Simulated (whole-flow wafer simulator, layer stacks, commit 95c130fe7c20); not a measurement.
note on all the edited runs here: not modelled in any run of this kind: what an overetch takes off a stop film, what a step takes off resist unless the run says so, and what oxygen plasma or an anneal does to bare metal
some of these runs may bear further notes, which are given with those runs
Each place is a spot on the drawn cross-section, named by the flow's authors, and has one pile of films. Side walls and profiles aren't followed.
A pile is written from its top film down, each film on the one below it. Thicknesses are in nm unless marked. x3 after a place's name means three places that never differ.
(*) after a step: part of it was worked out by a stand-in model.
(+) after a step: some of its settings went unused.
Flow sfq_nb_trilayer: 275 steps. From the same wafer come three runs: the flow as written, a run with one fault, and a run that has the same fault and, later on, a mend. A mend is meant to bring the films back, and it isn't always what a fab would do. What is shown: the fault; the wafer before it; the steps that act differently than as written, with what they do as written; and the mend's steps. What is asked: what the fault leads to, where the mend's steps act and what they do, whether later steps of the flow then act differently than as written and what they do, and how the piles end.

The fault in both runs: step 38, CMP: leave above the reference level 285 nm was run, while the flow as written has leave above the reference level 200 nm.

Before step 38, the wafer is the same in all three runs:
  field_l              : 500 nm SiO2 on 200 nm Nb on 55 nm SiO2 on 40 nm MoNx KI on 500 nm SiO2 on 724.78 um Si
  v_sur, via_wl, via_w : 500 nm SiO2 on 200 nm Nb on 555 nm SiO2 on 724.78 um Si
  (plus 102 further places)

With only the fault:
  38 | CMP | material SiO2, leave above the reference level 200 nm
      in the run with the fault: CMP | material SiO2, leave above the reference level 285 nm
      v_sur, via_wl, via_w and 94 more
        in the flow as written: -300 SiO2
        in the run with the fault: -215 SiO2
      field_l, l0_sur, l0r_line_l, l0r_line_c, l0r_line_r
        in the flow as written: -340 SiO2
        in the run with the fault: -255 SiO2
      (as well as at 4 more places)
  Steps later in the flow that act otherwise than as written (4 other steps are not shown; they differ only slightly, by no more than 2% or 0.5 nm, whichever is larger):
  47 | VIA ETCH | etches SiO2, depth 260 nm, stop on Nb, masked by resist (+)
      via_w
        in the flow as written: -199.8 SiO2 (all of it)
        in the run with the fault: -260 SiO2
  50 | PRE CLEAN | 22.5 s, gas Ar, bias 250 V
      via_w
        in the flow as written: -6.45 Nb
        in the run with the fault: -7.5 SiO2
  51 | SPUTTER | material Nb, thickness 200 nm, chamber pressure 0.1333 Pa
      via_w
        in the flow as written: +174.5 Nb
        in the run with the fault: +163.1 Nb (new film)
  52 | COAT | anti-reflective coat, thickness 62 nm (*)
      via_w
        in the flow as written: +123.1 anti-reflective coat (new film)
        in the run with the fault: +136.1 anti-reflective coat (new film)
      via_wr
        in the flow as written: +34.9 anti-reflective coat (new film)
        in the run with the fault: +33.2 anti-reflective coat (new film)
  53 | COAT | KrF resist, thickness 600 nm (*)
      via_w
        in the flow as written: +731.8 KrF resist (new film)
        in the run with the fault: +781.6 KrF resist (new film)
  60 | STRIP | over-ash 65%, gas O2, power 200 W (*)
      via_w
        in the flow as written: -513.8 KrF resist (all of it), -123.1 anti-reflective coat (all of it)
        in the run with the fault: -563.6 KrF resist (all of it), -136.1 anti-reflective coat (all of it)
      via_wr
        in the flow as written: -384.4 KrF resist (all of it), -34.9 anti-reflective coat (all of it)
        in the run with the fault: -378.6 KrF resist (all of it), -33.2 anti-reflective coat (all of it)
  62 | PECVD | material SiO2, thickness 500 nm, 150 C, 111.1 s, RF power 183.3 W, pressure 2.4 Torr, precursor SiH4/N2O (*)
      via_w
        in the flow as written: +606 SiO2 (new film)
        in the run with the fault: +678.7 SiO2 (new film)
  By the end, the piles at field_l, v_sur, via_wl and 103 more depart from the flow's by more than 2% or 0.5 nm, whichever is larger.
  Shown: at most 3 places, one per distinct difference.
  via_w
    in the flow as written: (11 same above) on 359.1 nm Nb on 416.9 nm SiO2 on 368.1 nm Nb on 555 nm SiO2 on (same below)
    in the run with the fault: (11 same above) on 359.1 nm Nb on 489.6 nm SiO2 on 163.1 nm Nb on 17.3 nm SiO2 on 200 nm Nb on 555 nm SiO2 on (same below)
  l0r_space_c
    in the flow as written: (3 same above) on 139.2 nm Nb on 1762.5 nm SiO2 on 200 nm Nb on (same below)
    in the run with the fault: (3 same above) on 139.2 nm Nb on 1847.5 nm SiO2 on 200 nm Nb on (same below)
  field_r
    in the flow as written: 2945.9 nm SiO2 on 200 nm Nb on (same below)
    in the run with the fault: 3030.9 nm SiO2 on 200 nm Nb on (same below)

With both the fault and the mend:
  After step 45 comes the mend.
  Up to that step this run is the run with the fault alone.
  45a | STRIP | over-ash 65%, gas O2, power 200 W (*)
      field_l, v_sur, via_wl and 102 more
        -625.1 KrF resist (all of it), -62 anti-reflective coat (all of it)
      via_w
        -62 anti-reflective coat (all of it)
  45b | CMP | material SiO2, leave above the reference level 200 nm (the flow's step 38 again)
      field_l, v_sur, via_wl and 103 more
        -85 SiO2
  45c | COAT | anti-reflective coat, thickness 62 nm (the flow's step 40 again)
      field_l, v_sur, via_wl and 103 more
        +62 anti-reflective coat (new film)
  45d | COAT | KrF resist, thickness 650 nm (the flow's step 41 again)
      field_l, v_sur, via_wl and 103 more
        +650 KrF resist (new film)
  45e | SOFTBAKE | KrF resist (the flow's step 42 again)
      alters no film at any place that is followed
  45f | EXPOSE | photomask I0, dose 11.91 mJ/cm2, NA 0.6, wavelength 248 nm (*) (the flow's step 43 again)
      alters no film at any place that is followed
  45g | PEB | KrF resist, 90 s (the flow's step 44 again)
      field_l, v_sur, via_wl and 103 more
        -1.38 KrF resist
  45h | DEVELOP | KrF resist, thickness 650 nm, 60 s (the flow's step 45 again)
      field_l, v_sur, via_wl and 102 more
        -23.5 KrF resist
      via_w
        -648.6 KrF resist (all of it)
  None of the later steps of the flow acts differently than as written at any place that is followed.
  The piles end the same as the flow's at every place that both follow.
